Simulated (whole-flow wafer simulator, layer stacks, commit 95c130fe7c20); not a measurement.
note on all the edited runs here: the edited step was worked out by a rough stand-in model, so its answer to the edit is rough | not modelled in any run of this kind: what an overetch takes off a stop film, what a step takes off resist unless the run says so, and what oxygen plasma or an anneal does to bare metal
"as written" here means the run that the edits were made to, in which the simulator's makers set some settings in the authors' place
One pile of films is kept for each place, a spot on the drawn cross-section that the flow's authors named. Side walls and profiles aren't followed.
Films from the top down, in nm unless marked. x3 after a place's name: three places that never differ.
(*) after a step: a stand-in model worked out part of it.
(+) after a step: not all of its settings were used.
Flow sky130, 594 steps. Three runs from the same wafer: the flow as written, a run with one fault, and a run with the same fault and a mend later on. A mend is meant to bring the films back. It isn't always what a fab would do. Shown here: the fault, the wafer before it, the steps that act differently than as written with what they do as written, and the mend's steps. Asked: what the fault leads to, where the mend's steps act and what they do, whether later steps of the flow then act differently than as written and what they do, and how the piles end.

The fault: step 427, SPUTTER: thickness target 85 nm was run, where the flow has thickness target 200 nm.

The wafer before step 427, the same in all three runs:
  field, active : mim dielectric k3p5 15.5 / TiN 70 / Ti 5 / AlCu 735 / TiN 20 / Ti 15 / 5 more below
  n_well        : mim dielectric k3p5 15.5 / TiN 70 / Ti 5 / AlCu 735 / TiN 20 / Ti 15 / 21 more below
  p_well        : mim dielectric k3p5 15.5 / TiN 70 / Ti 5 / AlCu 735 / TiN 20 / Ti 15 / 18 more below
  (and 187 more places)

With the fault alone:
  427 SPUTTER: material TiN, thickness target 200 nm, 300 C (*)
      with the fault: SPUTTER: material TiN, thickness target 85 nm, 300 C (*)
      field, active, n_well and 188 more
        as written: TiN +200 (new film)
        with the fault: TiN +85 (new film)
  Later steps of the flow that act differently than as written (2 more steps differ only slightly, by at most 2% or 0.5 nm, whichever is larger, and aren't shown):
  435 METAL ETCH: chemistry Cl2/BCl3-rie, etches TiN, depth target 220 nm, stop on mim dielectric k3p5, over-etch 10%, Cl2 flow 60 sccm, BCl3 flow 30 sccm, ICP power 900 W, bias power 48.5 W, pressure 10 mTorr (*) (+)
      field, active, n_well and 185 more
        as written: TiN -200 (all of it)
        with the fault: TiN -85 (all of it)
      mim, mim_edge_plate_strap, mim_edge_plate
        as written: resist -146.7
        with the fault: resist -62.3
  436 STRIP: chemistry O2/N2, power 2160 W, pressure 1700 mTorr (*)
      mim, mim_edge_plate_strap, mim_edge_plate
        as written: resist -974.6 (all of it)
        with the fault: resist -1058.9 (all of it)
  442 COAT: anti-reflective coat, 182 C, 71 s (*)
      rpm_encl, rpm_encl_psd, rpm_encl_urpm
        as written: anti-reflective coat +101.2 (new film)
        with the fault: anti-reflective coat +96.9 (new film)
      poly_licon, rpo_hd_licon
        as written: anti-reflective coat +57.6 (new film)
        with the fault: anti-reflective coat +82.6 (new film)
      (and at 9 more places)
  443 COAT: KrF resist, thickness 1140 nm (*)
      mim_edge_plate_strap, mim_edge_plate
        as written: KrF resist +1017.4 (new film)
        with the fault: KrF resist +1132.4 (new film)
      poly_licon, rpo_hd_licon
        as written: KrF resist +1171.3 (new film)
        with the fault: KrF resist +1142.6 (new film)
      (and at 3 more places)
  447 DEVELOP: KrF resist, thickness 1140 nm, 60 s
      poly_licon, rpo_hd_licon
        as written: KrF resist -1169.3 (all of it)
        with the fault: KrF resist -1140.6 (all of it)
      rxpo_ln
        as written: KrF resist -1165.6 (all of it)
        with the fault: KrF resist -1136.3 (all of it)
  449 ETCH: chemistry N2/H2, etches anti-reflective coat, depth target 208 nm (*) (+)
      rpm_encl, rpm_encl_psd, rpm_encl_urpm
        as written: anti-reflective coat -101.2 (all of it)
        with the fault: anti-reflective coat -96.9 (all of it)
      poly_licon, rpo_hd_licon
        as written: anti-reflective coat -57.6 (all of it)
        with the fault: anti-reflective coat -82.6 (all of it)
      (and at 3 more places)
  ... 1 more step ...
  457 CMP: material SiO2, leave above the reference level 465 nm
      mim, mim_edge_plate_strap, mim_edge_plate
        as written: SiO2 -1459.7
        with the fault: SiO2 -1344.7
  At the end the piles differ from the flow's by more than 2% or 0.5 nm, whichever is larger, at mim, mim_edge_plate_strap, mim_edge_plate.
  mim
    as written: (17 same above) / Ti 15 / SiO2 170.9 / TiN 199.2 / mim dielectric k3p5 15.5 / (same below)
    with the fault: (17 same above) / Ti 15 / SiO2 285.9 / TiN 84.2 / mim dielectric k3p5 15.5 / (same below)
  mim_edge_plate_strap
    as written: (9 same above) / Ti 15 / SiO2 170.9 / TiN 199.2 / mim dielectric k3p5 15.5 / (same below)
    with the fault: (9 same above) / Ti 15 / SiO2 285.9 / TiN 84.2 / mim dielectric k3p5 15.5 / (same below)
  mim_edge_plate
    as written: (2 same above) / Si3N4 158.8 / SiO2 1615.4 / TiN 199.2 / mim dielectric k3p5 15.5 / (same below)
    with the fault: (2 same above) / Si3N4 158.8 / SiO2 1730.4 / TiN 84.2 / mim dielectric k3p5 15.5 / (same below)

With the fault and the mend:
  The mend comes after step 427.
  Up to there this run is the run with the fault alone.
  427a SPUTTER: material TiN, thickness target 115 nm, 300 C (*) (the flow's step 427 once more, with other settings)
      field, active, n_well and 188 more
        TiN +115
  No later step of the flow acts differently than as written at any place that is followed.
  At the end the piles are the same as the flow's at every place that both follow.
